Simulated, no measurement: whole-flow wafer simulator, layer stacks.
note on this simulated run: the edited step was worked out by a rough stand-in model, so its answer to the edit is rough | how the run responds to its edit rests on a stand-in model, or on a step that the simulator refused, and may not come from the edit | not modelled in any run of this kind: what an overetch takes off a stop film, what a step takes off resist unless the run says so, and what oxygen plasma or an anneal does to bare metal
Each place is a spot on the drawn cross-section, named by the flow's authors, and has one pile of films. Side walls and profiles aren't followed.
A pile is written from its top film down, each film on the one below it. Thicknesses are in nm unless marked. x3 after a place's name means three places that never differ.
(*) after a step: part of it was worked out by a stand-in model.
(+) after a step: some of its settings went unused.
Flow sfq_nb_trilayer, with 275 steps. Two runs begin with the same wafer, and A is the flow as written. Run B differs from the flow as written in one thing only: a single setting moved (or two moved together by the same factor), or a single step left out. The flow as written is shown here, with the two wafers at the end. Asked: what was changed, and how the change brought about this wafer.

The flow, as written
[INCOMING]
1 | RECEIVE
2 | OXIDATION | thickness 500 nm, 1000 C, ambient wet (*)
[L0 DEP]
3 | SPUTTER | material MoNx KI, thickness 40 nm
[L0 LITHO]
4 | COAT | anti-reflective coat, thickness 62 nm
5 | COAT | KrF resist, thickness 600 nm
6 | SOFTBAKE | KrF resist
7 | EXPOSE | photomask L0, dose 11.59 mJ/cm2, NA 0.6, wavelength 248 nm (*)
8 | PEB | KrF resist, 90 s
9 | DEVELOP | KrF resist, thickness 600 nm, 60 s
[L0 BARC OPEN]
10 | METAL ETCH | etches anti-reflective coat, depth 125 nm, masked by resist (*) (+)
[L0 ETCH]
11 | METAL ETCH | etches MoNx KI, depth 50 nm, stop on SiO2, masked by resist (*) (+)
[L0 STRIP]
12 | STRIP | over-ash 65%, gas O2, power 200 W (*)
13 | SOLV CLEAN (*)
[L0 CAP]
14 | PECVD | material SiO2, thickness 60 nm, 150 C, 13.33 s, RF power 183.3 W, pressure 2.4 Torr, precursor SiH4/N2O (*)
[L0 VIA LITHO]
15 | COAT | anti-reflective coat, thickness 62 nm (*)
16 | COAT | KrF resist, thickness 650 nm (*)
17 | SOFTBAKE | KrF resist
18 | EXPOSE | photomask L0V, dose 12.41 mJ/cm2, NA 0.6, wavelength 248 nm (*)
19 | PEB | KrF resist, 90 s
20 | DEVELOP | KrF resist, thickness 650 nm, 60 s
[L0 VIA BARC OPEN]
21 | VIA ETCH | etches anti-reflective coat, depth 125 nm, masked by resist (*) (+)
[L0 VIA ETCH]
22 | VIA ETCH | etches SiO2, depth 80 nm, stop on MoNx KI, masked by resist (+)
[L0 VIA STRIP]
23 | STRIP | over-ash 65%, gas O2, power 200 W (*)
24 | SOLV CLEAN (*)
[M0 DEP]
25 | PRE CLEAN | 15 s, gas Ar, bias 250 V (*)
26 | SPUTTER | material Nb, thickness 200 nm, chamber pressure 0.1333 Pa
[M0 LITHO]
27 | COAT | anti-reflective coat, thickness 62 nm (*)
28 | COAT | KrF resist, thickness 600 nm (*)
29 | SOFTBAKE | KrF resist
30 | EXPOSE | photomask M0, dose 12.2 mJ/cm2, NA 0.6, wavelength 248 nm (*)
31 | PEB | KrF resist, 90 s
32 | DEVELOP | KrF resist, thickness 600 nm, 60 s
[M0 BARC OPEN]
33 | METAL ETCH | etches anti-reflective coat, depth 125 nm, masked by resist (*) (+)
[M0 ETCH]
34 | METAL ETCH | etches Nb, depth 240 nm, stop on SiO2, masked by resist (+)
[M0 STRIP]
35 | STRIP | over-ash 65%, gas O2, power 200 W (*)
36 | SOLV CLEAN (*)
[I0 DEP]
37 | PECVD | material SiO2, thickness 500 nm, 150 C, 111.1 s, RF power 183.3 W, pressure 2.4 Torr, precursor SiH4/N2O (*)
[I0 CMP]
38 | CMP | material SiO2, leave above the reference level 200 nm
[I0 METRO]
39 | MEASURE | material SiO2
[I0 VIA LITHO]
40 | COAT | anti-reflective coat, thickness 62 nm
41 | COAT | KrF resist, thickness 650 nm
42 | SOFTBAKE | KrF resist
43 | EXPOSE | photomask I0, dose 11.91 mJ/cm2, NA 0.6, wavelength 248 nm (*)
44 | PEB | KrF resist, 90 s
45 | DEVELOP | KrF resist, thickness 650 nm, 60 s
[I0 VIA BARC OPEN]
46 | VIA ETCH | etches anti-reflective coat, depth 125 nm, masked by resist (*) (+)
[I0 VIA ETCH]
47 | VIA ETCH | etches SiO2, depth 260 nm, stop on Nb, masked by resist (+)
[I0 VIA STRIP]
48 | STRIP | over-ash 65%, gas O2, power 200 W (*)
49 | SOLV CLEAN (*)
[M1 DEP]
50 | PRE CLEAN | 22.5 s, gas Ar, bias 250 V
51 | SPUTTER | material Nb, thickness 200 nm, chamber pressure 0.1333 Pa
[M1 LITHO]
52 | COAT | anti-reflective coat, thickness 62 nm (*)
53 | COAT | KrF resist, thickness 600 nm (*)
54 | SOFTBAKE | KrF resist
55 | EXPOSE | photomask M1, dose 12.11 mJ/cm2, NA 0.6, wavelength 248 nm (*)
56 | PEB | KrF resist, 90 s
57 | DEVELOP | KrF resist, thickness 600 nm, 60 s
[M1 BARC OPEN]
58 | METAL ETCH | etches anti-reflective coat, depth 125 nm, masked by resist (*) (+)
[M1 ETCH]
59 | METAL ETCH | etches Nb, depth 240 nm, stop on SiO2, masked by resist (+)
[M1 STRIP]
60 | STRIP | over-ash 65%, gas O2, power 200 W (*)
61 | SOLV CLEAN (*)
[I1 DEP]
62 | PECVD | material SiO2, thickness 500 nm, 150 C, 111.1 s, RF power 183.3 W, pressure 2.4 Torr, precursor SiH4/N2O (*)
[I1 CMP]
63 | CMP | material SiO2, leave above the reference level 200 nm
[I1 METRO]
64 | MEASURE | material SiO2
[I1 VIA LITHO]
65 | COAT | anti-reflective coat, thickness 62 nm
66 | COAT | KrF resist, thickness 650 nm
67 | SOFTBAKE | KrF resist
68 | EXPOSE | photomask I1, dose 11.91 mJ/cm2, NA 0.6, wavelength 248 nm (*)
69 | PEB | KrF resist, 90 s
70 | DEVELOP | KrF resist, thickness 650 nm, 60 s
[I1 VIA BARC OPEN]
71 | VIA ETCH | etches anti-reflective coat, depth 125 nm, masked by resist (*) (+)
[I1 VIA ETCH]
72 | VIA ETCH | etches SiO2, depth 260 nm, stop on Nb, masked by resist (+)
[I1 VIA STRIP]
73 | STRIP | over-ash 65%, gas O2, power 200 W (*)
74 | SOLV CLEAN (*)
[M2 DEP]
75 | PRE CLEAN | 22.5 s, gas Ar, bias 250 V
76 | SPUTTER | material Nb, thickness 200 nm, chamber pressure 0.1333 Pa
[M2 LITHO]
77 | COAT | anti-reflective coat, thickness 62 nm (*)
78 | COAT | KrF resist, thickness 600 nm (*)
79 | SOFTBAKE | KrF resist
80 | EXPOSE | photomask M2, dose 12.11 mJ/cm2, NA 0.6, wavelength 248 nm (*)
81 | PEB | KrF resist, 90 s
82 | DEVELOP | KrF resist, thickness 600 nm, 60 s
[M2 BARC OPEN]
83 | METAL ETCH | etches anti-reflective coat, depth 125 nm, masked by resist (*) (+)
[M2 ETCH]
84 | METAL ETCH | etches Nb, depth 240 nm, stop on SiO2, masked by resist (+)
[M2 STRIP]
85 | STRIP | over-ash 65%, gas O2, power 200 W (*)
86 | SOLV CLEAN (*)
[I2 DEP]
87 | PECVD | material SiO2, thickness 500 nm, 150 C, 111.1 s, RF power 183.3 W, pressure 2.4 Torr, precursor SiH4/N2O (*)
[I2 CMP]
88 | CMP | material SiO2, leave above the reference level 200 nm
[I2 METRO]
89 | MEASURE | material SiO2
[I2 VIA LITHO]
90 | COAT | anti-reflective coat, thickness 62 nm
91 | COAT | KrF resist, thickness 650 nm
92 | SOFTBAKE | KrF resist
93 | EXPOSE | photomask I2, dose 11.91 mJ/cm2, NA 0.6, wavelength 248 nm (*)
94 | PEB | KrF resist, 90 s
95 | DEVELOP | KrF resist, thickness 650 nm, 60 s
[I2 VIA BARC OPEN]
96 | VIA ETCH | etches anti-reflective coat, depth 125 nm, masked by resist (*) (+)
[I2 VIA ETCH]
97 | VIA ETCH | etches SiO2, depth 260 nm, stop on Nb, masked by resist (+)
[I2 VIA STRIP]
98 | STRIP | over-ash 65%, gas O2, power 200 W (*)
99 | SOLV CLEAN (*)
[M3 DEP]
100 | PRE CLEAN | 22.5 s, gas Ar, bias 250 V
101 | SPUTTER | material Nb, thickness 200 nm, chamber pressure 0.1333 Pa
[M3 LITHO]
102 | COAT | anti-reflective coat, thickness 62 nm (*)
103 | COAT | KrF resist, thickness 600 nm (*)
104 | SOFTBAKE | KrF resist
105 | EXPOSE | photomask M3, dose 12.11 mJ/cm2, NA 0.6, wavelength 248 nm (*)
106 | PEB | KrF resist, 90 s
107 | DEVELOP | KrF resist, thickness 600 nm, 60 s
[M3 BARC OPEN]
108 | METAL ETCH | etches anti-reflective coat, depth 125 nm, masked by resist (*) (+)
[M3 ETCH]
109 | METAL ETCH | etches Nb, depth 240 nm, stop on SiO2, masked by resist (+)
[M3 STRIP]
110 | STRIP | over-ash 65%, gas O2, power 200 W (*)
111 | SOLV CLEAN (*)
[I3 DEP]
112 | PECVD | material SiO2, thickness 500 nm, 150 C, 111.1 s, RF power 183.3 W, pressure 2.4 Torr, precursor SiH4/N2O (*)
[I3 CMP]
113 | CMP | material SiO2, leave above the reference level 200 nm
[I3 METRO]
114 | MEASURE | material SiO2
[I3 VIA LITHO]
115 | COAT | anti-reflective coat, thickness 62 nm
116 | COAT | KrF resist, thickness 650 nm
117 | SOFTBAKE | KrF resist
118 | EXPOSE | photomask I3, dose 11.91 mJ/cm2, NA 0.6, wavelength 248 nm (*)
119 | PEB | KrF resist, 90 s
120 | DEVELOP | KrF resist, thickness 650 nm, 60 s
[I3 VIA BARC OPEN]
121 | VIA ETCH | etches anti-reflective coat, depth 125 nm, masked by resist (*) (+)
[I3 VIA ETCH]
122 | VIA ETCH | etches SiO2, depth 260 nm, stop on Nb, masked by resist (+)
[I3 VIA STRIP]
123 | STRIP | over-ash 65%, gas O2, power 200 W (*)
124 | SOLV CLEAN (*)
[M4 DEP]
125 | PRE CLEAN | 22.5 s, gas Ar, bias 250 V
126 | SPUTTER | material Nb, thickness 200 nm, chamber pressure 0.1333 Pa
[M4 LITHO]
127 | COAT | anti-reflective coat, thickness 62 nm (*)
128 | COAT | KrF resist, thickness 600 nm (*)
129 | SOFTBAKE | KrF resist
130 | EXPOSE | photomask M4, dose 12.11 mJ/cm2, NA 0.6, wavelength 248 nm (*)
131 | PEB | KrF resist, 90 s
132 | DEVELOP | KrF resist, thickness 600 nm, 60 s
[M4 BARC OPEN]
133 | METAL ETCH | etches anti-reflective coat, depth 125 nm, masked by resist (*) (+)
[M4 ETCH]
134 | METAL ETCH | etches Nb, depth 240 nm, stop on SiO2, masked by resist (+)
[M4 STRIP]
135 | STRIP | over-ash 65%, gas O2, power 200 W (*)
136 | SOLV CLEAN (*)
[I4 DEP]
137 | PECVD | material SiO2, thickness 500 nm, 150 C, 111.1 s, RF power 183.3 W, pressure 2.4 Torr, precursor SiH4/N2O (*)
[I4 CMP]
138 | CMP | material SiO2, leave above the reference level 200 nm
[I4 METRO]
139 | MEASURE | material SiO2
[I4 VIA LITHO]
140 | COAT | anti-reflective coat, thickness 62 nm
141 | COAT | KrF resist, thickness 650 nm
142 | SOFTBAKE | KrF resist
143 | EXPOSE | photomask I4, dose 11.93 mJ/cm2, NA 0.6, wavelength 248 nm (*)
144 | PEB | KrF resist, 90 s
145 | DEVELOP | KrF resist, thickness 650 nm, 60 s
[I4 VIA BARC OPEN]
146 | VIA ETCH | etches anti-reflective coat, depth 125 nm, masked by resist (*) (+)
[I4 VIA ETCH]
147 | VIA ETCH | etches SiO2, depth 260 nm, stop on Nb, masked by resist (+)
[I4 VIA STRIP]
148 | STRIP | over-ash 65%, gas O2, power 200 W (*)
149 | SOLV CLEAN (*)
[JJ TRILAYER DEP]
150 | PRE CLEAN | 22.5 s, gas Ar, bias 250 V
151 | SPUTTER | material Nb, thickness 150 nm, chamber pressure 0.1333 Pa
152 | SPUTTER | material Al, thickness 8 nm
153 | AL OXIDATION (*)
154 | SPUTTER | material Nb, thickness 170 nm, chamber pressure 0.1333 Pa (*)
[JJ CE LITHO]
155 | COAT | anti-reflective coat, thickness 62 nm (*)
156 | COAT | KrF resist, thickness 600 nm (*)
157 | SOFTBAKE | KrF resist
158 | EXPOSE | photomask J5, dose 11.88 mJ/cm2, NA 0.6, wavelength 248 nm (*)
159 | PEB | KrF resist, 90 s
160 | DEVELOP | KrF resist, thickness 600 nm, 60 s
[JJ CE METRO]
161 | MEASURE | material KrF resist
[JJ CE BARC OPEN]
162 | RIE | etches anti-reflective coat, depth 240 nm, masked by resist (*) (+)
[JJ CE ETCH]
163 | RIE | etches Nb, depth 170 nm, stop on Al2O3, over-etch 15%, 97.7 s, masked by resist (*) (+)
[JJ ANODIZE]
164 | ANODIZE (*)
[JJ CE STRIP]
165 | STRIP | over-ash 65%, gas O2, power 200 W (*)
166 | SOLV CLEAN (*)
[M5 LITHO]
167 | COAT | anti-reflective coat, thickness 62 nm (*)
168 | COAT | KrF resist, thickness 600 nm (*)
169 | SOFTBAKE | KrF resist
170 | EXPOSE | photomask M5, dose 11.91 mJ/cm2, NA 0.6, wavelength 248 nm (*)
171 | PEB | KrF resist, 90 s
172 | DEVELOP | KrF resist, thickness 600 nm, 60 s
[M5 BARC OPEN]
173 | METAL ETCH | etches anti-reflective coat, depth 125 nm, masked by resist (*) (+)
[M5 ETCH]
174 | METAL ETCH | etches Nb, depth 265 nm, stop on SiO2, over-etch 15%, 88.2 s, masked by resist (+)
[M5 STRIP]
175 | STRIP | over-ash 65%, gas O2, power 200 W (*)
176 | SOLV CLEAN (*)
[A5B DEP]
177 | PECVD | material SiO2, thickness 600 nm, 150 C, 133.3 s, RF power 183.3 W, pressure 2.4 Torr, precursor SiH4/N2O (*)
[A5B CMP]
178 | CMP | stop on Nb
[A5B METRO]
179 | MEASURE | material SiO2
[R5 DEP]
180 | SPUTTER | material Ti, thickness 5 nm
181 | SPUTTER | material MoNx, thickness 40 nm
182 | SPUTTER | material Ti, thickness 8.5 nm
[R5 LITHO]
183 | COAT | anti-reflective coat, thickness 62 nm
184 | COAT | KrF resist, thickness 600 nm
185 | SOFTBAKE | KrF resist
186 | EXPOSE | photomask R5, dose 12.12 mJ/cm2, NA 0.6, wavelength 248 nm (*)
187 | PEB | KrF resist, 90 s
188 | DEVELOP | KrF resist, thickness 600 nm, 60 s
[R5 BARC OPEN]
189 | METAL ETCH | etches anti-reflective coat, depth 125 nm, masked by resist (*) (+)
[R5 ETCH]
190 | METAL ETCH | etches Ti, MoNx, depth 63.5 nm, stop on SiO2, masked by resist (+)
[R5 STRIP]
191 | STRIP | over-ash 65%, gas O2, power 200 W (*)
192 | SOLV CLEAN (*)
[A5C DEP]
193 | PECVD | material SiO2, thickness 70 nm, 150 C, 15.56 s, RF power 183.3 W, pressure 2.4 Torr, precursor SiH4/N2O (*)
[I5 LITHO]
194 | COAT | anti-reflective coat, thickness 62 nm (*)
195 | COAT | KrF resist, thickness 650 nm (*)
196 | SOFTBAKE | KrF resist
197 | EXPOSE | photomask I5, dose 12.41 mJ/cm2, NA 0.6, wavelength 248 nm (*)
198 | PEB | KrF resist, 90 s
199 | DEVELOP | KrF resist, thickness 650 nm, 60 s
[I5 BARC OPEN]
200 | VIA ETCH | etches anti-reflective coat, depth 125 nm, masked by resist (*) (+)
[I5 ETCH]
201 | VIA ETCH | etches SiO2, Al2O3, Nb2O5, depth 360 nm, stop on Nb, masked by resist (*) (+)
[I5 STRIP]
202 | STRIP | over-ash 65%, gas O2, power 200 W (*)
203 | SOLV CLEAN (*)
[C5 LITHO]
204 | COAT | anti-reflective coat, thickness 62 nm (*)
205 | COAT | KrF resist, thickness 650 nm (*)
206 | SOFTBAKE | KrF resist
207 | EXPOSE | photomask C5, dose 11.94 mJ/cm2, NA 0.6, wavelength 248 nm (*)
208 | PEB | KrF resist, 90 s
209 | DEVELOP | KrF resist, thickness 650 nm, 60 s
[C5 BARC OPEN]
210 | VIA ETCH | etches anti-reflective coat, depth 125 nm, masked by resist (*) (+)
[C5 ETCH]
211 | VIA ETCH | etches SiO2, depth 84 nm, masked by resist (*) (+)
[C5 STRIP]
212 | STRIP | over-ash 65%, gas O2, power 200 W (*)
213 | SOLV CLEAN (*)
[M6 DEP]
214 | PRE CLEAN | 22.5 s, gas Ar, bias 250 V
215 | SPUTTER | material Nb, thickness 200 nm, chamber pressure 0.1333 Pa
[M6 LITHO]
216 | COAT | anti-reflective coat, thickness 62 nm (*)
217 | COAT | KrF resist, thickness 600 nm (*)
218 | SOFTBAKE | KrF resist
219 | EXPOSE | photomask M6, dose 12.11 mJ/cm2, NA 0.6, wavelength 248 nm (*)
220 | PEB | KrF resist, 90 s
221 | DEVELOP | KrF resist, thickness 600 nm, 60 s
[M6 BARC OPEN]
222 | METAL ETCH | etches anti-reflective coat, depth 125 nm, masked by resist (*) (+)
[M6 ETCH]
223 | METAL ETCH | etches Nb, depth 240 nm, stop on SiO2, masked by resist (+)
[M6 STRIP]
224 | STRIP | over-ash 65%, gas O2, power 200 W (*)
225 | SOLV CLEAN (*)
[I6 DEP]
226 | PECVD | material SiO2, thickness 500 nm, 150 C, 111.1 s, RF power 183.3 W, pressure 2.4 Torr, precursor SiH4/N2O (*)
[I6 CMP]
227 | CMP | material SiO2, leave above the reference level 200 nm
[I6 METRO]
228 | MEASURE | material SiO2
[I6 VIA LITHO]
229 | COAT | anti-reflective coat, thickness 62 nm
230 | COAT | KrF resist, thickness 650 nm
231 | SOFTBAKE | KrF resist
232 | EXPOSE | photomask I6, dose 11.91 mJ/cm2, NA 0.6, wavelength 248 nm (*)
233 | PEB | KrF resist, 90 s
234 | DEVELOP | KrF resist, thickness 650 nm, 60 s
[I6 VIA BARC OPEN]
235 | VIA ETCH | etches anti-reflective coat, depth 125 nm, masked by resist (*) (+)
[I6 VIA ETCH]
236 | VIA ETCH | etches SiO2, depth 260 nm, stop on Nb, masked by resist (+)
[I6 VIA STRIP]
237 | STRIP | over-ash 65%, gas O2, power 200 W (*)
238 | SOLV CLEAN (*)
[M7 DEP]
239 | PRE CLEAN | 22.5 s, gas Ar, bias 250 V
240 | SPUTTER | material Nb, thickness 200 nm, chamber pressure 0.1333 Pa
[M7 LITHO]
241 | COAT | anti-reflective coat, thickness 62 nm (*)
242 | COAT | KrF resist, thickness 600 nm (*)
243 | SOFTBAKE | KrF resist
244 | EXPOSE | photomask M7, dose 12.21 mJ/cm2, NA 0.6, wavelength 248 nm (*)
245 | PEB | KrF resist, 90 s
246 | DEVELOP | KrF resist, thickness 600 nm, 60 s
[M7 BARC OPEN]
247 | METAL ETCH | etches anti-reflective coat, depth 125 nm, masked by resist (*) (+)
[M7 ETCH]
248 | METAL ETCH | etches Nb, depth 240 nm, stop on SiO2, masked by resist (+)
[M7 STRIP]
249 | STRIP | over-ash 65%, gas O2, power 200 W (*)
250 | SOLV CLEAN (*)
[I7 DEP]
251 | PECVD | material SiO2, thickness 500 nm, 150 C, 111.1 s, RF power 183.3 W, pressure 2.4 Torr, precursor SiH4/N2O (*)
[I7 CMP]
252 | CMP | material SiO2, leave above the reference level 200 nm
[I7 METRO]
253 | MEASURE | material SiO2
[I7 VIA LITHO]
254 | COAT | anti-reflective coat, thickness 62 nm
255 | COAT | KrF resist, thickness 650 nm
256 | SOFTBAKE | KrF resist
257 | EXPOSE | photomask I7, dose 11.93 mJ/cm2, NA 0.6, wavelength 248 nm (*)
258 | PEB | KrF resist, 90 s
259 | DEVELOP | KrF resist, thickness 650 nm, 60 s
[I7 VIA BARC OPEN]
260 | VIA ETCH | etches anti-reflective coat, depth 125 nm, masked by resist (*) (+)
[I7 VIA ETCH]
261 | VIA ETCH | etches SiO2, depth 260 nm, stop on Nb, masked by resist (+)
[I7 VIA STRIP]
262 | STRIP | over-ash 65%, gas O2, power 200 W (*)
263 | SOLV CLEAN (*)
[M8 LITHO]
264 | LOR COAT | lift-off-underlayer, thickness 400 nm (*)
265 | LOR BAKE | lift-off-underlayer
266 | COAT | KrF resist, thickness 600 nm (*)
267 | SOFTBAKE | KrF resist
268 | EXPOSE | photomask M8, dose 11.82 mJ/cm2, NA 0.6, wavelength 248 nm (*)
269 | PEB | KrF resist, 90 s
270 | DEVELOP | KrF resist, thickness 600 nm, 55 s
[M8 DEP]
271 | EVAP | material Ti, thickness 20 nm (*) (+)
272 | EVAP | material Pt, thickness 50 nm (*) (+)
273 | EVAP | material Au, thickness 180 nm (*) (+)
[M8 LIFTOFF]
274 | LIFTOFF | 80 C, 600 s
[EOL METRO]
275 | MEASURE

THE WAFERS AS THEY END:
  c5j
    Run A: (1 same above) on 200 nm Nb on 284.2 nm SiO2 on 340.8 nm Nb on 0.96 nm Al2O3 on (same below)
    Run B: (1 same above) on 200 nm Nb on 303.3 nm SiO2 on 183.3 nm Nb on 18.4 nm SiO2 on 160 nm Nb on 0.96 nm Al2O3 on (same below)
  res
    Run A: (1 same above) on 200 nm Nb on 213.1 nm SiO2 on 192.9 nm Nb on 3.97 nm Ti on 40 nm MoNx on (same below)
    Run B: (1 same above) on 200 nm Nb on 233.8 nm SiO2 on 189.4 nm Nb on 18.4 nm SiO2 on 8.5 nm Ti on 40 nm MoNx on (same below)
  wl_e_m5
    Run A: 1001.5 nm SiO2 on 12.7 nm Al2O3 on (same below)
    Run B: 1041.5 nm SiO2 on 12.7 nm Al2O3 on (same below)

Cause: step 193, PECVD: thickness 110 nm was run, though the flow has thickness 70 nm; step 193, PECVD: 24.42 s was run, where the flow has 15.56 s.

How this came from the change, step by step:
  193 | PECVD | material SiO2, thickness 70 nm, 150 C, 15.56 s, RF power 183.3 W, pressure 2.4 Torr, precursor SiH4/N2O (*)
      field_l, v_sur, via_wl and 92 more: A +70 SiO2 | B +110 SiO2
      ce_l, c5j, ce_r and 8 more: A +70 SiO2 (new film) | B +110 SiO2 (new film)
  201 | VIA ETCH | etches SiO2, Al2O3, Nb2O5, depth 360 nm, stop on Nb, masked by resist (*) (+)
      be: A -216.4 SiO2 (all of it), -12.7 Al2O3 (all of it), -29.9 Nb2O5 (all of it) | B -256.4 SiO2 (all of it), -12.7 Al2O3 (all of it), -29.9 Nb2O5 (all of it)
  204 | COAT | anti-reflective coat, thickness 62 nm (*)
      be: A +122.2 anti-reflective coat (new film) | B +128 anti-reflective coat (new film)
      be_sur: A +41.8 anti-reflective coat (new film) | B +40.4 anti-reflective coat (new film)
  205 | COAT | KrF resist, thickness 650 nm (*)
      be: A +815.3 KrF resist (new film) | B +844.1 KrF resist (new film)
  211 | VIA ETCH | etches SiO2, depth 84 nm, masked by resist (*) (+)
      c5j: A -69.9 SiO2 (all of it), -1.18 Nb | B -84 SiO2
      res: A -69.9 SiO2 (all of it) | B -84 SiO2
  212 | STRIP | over-ash 65%, gas O2, power 200 W (*)
      be: A -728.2 KrF resist (all of it), -122.2 anti-reflective coat (all of it) | B -756.9 KrF resist (all of it), -128 anti-reflective coat (all of it)
      be_sur: A -559.6 KrF resist (all of it), -41.8 anti-reflective coat (all of it) | B -557.3 KrF resist (all of it), -40.4 anti-reflective coat (all of it)
  214 | PRE CLEAN | 22.5 s, gas Ar, bias 250 V
      c5j: A -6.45 Nb | B -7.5 SiO2
      res: A -4.53 Ti | B -7.5 SiO2
  215 | SPUTTER | material Nb, thickness 200 nm, chamber pressure 0.1333 Pa
      c5j: A +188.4 Nb | B +183.3 Nb (new film)
      be: A +147.3 Nb | B +138.5 Nb
  216 | COAT | anti-reflective coat, thickness 62 nm (*)
      wire: A +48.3 anti-reflective coat (new film) | B +46.9 anti-reflective coat (new film)
      be: A +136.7 anti-reflective coat (new film) | B +143.5 anti-reflective coat (new film)
      (also at 6 further places)
  217 | COAT | KrF resist, thickness 600 nm (*)
      be: A +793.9 KrF resist (new film) | B +835.9 KrF resist (new film)
  224 | STRIP | over-ash 65%, gas O2, power 200 W (*)
      wire: A -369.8 KrF resist (all of it), -48.3 anti-reflective coat (all of it) | B -370.9 KrF resist (all of it), -46.9 anti-reflective coat (all of it)
      be: A -575.8 KrF resist (all of it), -136.7 anti-reflective coat (all of it) | B -617.6 KrF resist (all of it), -143.5 anti-reflective coat (all of it)
      (also at 6 further places)
  226 | PECVD | material SiO2, thickness 500 nm, 150 C, 111.1 s, RF power 183.3 W, pressure 2.4 Torr, precursor SiH4/N2O (*)
      be: A +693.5 SiO2 (new film) | B +290.8 SiO2 (new film), +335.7 void (new film), +233 SiO2 (new film)
      c5j: A +514.7 SiO2 (new film) | B +533.8 SiO2 (new film)
  227 | CMP | material SiO2, leave above the reference level 200 nm
      be: A -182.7 SiO2 | B -290.8 SiO2 (all of it), -335.7 void (all of it)
      res: A -279.4 SiO2 | B -258.7 SiO2
  229 | COAT | anti-reflective coat, thickness 62 nm
      via_sp, ce_l: A +62 anti-reflective coat (new film) | B +60.5 anti-reflective coat (new film)
      via_v, gap: A +62 anti-reflective coat (new film) | B +60.1 anti-reflective coat (new film)
      (also at 5 further places)
  230 | COAT | KrF resist, thickness 650 nm
      be: A +650 KrF resist (new film) | B +862.8 KrF resist (new film)
      gap: A +650 KrF resist (new film) | B +635.9 KrF resist (new film)
  233 | PEB | KrF resist, 90 s
      be: A -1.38 KrF resist | B -1.92 KrF resist
  ... 15 other steps ...
  274 | LIFTOFF | 80 C, 600 s
      be: A -180 Au (all of it), -50 Pt (all of it), -20 Ti (all of it), -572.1 KrF resist (all of it), -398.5 lift-off-underlayer (all of it) | B -180 Au (all of it), -50 Pt (all of it), -20 Ti (all of it), -600.4 KrF resist (all of it), -605.8 lift-off-underlayer (all of it)
      be_sur: A -180 Au (all of it), -50 Pt (all of it), -20 Ti (all of it), -572.6 KrF resist (all of it), -398.9 lift-off-underlayer (all of it) | B -180 Au (all of it), -50 Pt (all of it), -20 Ti (all of it), -582.6 KrF resist (all of it), -376.6 lift-off-underlayer (all of it)
With metal films that touch counted as one body, c5j has 5 bodies (between them, from the top down: SiO2 303.3; SiO2 18.4; Al2O3 0.96; SiO2 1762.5); the flow as written gives 4 bodies (between them, from the top down: SiO2 284.2; Al2O3 0.96; SiO2 1762.5).
With metal films that touch counted as one body, res has 4 bodies (between them, from the top down: SiO2 233.8; SiO2 18.4; SiO2 2090.9); the flow as written gives 3 bodies (between them, from the top down: SiO2 213.1; SiO2 2090.9).
